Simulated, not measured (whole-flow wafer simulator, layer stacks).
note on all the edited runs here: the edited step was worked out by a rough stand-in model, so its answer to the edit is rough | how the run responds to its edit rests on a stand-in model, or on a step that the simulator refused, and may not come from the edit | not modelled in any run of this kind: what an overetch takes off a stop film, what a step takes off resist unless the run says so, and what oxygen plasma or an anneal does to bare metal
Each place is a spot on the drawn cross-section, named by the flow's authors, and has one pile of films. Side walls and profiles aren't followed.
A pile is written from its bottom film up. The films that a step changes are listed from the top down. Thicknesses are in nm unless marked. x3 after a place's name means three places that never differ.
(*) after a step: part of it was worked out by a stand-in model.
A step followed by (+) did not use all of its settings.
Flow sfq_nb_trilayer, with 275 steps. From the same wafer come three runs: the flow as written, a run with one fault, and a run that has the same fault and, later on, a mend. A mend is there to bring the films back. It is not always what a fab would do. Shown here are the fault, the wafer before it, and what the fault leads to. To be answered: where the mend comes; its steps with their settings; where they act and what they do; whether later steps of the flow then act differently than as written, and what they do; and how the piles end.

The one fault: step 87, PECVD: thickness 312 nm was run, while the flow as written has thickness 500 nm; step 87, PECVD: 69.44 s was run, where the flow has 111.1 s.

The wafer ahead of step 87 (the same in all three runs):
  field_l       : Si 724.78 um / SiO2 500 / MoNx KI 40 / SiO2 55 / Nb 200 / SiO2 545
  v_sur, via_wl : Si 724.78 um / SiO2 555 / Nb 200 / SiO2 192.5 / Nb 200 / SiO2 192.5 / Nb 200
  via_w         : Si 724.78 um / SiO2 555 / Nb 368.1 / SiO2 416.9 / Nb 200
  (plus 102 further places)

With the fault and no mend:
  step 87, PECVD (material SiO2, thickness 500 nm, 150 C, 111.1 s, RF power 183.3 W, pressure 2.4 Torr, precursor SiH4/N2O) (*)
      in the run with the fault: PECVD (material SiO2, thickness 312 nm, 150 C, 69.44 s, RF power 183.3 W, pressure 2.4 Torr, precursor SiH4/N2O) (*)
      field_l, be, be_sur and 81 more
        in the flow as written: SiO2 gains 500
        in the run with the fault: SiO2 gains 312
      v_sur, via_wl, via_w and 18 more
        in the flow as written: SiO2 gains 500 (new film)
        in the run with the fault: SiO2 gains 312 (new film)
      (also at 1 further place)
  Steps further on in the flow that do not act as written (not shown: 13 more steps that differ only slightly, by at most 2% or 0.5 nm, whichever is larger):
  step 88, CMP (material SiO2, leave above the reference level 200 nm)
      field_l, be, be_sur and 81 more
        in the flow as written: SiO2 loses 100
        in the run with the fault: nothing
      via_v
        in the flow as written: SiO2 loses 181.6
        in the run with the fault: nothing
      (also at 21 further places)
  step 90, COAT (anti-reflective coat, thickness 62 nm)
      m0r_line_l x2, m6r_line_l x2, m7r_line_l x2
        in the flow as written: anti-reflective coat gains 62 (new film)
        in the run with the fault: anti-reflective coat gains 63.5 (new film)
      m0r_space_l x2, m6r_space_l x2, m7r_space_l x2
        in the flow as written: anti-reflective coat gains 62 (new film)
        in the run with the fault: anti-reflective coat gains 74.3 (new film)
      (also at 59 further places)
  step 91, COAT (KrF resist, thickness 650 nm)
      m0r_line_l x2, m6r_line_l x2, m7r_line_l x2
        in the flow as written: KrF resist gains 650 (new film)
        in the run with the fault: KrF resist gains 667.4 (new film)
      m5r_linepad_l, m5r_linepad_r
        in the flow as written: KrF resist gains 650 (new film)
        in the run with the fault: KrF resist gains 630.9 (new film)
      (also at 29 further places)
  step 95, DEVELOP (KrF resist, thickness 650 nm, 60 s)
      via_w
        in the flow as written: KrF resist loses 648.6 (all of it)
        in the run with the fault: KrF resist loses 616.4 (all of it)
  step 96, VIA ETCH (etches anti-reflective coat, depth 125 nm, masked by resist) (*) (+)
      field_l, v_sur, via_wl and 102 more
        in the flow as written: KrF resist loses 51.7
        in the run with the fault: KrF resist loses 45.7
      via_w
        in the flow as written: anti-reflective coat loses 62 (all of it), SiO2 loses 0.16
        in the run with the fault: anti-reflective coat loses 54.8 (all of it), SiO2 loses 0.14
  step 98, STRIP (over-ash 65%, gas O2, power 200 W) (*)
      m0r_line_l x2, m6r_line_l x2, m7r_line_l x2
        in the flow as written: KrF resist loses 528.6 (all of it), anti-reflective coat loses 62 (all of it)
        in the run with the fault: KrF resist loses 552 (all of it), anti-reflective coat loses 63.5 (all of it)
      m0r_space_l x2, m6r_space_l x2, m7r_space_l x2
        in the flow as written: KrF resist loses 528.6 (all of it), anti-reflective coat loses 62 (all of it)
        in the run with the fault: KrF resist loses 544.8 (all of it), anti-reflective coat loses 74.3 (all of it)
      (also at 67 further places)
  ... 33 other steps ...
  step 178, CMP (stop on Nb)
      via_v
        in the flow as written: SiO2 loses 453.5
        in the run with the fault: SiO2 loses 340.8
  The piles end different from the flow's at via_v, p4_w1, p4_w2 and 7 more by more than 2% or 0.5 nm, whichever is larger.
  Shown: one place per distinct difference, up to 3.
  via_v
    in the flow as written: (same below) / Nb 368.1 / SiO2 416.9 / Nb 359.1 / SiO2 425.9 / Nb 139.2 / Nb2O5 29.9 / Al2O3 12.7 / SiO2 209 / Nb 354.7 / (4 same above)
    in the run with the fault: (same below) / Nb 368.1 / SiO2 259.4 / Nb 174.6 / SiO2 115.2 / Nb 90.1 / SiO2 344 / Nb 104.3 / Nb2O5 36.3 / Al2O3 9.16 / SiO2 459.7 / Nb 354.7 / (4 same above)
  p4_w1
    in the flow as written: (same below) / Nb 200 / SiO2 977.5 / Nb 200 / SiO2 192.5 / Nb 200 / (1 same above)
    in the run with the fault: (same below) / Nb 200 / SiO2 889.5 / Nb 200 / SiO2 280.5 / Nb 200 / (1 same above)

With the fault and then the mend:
  After step 87 comes the mend.
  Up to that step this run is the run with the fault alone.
  step 87a, PECVD (material SiO2, thickness 188 nm, 150 C, 41.78 s, RF power 183.3 W, pressure 2.4 Torr, precursor SiH4/N2O) (the flow's step 87 again, with other settings)
      field_l, v_sur, via_wl and 102 more
        SiO2 gains 188
      via_v
        SiO2 gains 167.6
  Steps further on in the flow that do not act as written:
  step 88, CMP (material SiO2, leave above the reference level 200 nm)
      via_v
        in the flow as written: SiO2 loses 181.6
        in the run with the mend: SiO2 loses 10.1
  At every place that both follow, the piles at the end match the flow's.
